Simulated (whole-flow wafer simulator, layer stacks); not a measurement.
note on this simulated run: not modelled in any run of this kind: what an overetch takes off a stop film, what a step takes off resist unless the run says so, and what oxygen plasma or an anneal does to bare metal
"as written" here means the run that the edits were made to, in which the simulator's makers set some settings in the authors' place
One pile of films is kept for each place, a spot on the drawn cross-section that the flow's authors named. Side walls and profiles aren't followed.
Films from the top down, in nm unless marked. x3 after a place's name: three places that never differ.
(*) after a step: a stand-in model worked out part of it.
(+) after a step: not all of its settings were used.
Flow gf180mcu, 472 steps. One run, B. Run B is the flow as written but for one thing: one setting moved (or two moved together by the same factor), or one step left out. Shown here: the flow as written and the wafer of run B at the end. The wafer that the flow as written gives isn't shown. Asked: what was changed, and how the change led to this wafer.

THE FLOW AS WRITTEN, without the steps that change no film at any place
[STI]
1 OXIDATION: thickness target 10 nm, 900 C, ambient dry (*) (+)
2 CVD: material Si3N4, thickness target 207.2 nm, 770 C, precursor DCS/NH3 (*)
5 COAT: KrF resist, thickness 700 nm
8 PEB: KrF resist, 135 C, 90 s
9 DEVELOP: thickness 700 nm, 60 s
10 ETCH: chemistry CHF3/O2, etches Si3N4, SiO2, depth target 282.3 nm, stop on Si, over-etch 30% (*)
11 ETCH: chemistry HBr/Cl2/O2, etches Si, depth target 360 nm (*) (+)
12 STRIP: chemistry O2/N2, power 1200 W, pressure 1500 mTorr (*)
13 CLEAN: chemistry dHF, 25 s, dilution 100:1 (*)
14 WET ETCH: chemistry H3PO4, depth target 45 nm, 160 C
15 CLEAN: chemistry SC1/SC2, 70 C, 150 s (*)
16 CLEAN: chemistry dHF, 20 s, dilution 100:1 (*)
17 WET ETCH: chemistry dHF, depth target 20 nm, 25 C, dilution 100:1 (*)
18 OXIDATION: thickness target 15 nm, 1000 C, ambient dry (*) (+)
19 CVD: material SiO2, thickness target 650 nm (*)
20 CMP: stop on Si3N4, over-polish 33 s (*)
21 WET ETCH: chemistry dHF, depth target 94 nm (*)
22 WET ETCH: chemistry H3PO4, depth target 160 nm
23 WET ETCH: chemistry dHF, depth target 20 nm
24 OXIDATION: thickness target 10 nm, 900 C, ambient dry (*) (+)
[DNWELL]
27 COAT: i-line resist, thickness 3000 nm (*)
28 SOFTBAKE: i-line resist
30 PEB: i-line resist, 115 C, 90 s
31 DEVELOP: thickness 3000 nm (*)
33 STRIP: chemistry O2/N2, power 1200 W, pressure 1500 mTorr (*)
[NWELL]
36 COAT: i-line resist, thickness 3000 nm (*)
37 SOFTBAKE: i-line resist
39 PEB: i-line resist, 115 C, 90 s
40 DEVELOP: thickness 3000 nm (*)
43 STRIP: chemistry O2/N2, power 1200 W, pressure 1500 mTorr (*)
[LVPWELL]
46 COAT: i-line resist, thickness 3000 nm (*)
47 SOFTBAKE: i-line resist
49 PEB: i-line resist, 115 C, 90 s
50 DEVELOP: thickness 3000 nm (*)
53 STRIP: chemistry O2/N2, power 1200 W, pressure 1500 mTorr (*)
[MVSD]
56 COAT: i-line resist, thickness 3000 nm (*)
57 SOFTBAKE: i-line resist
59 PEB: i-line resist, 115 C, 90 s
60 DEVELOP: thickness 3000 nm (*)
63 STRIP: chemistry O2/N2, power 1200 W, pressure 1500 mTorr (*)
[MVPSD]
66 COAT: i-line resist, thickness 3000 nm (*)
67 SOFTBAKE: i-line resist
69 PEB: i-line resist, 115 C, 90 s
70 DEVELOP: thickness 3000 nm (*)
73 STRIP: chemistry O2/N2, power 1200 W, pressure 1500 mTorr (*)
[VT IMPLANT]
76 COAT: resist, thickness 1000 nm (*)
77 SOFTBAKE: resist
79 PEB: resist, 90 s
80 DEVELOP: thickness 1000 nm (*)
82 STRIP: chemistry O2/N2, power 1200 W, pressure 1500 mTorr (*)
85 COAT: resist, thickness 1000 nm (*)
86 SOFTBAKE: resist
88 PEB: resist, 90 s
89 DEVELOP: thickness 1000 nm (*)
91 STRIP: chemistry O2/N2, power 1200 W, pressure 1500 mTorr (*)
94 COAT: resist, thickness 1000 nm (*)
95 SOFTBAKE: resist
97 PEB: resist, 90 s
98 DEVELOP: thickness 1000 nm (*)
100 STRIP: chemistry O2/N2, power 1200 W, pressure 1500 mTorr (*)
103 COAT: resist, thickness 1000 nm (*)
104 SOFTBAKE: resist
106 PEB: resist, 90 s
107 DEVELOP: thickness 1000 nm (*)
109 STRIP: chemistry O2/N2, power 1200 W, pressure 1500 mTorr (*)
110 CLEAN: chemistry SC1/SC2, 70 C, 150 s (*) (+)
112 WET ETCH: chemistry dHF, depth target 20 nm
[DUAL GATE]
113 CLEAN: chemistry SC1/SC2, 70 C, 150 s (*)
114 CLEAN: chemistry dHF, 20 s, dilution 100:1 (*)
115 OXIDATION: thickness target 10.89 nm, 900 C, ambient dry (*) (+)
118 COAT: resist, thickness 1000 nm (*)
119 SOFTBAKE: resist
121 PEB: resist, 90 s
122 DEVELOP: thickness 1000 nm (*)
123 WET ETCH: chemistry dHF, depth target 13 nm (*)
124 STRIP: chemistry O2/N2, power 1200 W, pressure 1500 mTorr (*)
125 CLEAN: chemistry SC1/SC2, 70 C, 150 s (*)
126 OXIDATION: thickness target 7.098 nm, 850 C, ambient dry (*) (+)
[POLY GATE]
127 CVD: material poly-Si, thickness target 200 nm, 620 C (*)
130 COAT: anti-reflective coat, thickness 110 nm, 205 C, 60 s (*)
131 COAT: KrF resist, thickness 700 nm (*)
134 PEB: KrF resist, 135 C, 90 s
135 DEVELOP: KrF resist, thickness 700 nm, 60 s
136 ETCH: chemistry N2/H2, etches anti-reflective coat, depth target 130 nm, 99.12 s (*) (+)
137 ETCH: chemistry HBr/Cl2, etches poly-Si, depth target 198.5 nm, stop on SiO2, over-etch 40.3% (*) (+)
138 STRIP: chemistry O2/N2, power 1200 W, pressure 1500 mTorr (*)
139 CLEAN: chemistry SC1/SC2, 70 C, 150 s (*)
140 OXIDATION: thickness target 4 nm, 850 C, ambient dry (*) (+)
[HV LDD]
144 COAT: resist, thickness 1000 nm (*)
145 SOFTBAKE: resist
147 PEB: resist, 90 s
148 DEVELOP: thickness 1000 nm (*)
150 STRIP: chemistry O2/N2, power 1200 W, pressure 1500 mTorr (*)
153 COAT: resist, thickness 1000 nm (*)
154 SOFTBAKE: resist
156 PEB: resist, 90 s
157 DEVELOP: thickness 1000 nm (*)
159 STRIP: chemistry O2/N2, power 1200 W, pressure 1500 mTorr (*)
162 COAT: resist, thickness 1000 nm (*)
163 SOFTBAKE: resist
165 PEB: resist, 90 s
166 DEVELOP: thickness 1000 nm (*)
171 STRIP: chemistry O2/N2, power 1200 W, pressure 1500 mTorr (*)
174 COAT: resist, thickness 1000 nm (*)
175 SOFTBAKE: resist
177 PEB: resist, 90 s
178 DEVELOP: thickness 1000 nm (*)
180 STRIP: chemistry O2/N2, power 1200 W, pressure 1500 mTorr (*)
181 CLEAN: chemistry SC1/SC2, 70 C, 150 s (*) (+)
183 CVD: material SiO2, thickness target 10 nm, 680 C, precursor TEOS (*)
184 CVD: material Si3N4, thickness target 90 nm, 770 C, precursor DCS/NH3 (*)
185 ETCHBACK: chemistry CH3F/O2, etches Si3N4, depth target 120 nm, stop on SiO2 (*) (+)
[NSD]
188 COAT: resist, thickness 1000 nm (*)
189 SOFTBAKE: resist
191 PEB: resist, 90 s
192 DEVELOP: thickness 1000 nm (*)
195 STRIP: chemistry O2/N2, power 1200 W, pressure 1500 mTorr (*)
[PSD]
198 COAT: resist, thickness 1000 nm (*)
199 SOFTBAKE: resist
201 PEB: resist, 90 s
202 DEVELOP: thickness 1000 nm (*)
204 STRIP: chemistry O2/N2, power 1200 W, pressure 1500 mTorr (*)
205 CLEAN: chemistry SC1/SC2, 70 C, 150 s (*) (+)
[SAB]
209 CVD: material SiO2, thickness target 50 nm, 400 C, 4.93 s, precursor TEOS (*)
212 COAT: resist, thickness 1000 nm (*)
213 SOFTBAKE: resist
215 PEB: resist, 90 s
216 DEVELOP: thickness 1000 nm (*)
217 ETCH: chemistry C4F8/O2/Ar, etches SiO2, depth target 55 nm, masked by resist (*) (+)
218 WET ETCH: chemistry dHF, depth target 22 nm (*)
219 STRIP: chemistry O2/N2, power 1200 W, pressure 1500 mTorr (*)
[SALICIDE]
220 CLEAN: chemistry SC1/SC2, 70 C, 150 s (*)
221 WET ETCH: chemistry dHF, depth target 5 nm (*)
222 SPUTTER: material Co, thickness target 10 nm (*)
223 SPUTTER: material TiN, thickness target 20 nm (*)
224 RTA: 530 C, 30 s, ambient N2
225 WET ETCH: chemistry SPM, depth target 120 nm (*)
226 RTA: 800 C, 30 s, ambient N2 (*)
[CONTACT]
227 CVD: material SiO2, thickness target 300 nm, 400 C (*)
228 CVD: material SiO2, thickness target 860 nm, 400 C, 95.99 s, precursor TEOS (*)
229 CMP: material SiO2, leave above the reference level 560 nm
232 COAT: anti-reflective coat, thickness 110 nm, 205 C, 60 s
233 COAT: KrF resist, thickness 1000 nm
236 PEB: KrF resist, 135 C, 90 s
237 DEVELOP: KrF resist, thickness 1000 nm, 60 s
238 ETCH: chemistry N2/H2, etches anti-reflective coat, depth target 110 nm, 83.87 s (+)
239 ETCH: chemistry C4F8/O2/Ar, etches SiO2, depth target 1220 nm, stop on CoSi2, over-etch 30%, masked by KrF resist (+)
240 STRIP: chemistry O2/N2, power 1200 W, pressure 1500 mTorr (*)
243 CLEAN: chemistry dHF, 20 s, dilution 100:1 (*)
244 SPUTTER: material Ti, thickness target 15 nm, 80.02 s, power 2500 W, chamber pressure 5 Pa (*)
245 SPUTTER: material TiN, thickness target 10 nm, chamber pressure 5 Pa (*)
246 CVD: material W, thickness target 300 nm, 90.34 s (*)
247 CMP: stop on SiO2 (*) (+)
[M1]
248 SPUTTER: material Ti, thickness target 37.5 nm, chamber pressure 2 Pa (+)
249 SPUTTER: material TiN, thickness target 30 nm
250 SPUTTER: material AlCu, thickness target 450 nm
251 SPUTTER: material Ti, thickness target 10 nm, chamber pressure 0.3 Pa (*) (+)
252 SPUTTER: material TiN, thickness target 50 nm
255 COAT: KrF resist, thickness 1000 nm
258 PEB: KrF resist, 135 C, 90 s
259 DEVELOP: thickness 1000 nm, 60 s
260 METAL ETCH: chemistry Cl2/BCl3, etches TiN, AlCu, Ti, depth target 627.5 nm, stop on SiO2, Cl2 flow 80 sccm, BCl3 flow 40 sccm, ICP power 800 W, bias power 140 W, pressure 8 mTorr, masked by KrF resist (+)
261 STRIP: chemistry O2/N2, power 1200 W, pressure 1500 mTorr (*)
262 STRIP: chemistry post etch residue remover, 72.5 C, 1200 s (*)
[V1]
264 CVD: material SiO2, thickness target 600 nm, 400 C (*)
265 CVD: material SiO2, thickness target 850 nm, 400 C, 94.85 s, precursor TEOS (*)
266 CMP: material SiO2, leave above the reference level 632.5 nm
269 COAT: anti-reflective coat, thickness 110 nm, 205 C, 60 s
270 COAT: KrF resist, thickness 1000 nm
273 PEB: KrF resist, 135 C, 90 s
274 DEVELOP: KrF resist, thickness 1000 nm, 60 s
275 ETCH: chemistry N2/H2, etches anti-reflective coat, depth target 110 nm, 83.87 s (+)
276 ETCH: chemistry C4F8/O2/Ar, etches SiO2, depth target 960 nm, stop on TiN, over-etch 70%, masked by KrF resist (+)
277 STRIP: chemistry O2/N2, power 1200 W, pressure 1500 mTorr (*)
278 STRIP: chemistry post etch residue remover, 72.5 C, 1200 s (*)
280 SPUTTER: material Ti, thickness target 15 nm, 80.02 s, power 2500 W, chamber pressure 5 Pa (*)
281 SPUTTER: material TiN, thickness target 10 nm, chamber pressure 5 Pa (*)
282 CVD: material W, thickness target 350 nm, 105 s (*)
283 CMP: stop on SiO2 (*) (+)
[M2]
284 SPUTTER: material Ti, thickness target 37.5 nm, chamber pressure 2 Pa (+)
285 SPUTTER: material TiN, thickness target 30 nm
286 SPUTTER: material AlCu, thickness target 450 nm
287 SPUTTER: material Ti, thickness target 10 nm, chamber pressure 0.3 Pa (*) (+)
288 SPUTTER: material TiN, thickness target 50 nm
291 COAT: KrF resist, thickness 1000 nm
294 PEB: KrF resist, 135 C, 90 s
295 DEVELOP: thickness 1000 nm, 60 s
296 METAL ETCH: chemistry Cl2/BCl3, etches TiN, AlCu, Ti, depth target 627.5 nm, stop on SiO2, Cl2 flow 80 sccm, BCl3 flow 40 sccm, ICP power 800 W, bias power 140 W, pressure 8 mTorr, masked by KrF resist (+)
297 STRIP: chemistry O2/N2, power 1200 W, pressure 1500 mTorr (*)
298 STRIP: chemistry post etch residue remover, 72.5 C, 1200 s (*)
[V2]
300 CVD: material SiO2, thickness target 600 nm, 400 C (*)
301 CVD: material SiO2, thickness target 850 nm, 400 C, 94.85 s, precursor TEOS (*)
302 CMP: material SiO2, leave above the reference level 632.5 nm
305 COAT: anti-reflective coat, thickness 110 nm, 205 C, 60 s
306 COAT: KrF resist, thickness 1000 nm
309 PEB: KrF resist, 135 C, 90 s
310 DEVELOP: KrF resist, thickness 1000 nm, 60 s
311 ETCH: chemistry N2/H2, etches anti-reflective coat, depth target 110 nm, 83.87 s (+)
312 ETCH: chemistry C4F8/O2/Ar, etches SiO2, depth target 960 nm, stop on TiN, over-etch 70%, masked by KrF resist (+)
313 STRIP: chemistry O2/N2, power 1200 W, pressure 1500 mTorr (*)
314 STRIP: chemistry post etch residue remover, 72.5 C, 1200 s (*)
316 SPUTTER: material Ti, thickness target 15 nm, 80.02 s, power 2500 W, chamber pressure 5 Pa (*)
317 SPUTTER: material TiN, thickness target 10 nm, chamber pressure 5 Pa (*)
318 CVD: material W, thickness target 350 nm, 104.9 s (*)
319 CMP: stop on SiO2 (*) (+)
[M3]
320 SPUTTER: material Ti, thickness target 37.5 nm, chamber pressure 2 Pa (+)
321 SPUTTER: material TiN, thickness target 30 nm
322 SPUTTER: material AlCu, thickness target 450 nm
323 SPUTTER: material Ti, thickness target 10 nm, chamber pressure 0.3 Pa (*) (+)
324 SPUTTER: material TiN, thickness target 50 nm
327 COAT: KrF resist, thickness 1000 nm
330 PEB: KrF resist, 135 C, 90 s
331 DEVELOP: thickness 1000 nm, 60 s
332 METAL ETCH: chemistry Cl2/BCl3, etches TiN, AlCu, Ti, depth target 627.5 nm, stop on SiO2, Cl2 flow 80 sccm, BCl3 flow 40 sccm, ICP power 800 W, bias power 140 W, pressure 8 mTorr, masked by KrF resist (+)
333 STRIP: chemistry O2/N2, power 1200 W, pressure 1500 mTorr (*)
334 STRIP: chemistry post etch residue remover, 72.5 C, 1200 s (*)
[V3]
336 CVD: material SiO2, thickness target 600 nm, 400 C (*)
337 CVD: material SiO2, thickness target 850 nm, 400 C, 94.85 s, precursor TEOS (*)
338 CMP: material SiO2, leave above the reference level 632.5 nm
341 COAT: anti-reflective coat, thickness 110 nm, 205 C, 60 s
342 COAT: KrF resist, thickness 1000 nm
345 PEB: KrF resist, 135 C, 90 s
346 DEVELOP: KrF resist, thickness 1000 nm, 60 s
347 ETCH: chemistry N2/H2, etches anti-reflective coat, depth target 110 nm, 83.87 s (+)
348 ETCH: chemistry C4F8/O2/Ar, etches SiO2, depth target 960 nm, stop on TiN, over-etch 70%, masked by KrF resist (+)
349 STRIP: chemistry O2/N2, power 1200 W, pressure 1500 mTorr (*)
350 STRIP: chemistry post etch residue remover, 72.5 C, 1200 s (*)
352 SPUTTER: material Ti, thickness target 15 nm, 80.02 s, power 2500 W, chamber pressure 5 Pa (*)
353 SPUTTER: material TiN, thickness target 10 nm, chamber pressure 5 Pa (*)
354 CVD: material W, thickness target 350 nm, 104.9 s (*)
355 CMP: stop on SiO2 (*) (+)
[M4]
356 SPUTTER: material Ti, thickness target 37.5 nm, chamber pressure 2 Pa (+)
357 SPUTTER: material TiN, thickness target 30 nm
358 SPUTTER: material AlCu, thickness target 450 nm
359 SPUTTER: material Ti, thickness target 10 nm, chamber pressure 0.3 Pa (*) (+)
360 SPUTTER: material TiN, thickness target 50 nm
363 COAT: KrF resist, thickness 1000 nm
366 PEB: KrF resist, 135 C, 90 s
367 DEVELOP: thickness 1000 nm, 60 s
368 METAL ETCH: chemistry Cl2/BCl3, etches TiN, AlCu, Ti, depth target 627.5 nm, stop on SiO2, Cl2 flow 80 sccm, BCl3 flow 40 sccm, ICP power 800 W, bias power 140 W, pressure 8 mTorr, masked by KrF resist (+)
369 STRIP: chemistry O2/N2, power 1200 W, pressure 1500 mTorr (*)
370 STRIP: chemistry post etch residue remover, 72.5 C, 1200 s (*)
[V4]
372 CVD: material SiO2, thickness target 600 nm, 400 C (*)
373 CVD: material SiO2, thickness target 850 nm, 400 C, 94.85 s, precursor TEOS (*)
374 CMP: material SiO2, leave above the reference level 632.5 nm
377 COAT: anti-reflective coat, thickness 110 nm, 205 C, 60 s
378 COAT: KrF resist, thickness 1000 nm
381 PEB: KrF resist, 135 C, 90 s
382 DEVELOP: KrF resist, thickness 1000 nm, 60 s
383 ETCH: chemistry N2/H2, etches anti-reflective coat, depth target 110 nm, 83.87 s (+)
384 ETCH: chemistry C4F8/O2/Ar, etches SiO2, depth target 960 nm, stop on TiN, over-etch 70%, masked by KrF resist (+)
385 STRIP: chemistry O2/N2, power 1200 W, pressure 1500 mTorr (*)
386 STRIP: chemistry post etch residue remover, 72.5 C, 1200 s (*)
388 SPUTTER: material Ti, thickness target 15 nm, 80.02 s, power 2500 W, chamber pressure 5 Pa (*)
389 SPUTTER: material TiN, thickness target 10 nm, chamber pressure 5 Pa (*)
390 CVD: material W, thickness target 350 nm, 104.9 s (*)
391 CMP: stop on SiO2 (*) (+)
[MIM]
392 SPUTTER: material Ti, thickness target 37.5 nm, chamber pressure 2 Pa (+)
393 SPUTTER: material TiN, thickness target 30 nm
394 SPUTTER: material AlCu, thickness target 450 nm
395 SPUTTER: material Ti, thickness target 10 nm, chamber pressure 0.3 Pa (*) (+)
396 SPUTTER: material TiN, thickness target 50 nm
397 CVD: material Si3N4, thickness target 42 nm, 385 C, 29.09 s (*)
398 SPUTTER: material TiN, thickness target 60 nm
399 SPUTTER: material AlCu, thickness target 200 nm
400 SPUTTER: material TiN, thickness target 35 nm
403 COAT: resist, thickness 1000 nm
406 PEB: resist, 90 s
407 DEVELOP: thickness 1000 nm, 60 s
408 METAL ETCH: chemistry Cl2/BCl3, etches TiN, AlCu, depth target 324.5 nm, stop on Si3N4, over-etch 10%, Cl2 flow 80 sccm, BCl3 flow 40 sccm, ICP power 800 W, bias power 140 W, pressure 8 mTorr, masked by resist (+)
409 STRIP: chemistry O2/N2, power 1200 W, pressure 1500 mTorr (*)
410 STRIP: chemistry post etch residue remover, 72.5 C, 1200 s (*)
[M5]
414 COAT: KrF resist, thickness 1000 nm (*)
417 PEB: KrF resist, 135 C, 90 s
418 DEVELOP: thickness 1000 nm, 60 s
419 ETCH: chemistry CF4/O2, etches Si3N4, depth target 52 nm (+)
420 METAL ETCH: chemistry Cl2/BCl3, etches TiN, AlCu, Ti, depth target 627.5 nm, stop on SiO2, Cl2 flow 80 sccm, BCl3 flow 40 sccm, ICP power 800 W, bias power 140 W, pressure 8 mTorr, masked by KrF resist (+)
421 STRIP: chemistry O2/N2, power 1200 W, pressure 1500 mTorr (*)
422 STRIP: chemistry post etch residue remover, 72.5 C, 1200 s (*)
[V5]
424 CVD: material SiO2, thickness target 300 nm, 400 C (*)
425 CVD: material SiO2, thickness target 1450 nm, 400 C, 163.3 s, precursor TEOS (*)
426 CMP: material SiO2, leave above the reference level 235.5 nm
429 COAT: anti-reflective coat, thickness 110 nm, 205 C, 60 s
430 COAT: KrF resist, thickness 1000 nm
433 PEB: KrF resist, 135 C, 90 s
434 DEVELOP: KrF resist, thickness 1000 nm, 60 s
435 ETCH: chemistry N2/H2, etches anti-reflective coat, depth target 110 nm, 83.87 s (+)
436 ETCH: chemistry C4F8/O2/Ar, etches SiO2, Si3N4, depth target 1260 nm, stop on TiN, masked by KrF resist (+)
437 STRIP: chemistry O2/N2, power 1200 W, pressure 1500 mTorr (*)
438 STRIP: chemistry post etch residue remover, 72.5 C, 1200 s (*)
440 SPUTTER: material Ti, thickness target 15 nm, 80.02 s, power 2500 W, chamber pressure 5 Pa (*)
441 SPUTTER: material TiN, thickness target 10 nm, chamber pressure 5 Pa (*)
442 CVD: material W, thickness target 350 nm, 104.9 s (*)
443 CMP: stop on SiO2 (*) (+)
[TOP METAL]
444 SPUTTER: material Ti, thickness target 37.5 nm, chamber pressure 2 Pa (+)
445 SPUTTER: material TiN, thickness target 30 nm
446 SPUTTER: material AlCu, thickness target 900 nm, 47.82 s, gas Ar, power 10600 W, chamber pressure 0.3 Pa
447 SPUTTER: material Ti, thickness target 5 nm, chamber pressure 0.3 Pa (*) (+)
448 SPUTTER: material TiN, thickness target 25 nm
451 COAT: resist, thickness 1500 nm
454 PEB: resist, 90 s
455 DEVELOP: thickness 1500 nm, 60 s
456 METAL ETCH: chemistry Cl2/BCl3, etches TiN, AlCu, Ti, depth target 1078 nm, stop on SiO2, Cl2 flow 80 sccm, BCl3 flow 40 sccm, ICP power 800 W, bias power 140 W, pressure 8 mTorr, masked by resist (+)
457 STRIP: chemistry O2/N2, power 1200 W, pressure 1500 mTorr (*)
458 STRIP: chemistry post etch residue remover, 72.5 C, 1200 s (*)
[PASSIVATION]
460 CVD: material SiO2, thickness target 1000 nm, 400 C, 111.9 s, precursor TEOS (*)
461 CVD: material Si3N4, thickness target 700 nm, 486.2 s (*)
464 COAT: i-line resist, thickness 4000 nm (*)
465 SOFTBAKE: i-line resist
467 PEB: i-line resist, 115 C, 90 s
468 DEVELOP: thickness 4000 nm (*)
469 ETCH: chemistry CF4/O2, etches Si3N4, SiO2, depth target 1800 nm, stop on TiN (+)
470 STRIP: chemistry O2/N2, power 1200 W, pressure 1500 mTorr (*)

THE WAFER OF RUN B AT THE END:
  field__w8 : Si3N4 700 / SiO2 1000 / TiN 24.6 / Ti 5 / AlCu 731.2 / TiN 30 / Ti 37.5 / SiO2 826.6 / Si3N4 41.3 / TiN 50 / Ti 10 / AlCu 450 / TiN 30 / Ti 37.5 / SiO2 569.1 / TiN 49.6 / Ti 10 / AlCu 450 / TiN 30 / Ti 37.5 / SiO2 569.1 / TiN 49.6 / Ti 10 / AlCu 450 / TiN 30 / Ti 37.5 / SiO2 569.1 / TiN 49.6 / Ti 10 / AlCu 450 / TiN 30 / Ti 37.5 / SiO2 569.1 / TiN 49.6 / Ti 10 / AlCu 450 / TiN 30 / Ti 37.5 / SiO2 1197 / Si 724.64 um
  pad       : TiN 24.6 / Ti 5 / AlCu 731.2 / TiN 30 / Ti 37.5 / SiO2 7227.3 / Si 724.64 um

The cause: step 446, SPUTTER: thickness target 731.2 nm was run, where the flow has thickness target 900 nm.
It can be read off the wafer: field__w8 has AlCu 731.2, and step 446 as written asks for 900 nm.

How the change led to this, step by step:
  446 SPUTTER: material AlCu, thickness target 900 nm, 47.82 s, gas Ar, power 10600 W, chamber pressure 0.3 Pa
      field, field__w1, field__w2 and 109 more: AlCu +731.2 (new film) (as written it would be: AlCu +900 (new film))
  456 METAL ETCH: chemistry Cl2/BCl3, etches TiN, AlCu, Ti, depth target 1078 nm, stop on SiO2, Cl2 flow 80 sccm, BCl3 flow 40 sccm, ICP power 800 W, bias power 140 W, pressure 8 mTorr, masked by resist (+)
      field, field__w1, field__w2 and 103 more: TiN -25 (all of it), Ti -5 (all of it), AlCu -731.2 (all of it), TiN -30 (all of it), Ti -37.5 (all of it) (as written it would be: TiN -25 (all of it), Ti -5 (all of it), AlCu -900 (all of it), TiN -30 (all of it), Ti -37.5 (all of it))
  464 COAT: i-line resist, thickness 4000 nm (*)
      field__w8: i-line resist +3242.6 (new film) (as written it would be: i-line resist +3093.1 (new film))
      contact: i-line resist +3287.3 (new film) (as written it would be: i-line resist +3153.6 (new film))
      (and at 4 more places)
  465 SOFTBAKE: i-line resist
      field__w5, field__w9: i-line resist +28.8 (as written it would be: i-line resist +37.3)
      field__w11, field__w13: i-line resist +29 (as written it would be: i-line resist +37.9)
      (and at 65 more places)
  467 PEB: i-line resist, 115 C, 90 s
      field__w8, m1__w1: i-line resist -37.4 (as written it would be: i-line resist -34.7)
      contact, m1: i-line resist -37.7 (as written it would be: i-line resist -35.1)
      (and at 2 more places)
  468 DEVELOP: thickness 4000 nm (*)
      pad: i-line resist -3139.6 (all of it) (as written it would be: i-line resist -2974.8 (all of it))
  470 STRIP: chemistry O2/N2, power 1200 W, pressure 1500 mTorr (*)
      field__w8, m1__w1: i-line resist -1950.4 (all of it) (as written it would be: i-line resist -1787.7 (all of it))
      contact: i-line resist -1968 (all of it) (as written it would be: i-line resist -1811.2 (all of it))
      (and at 2 more places)
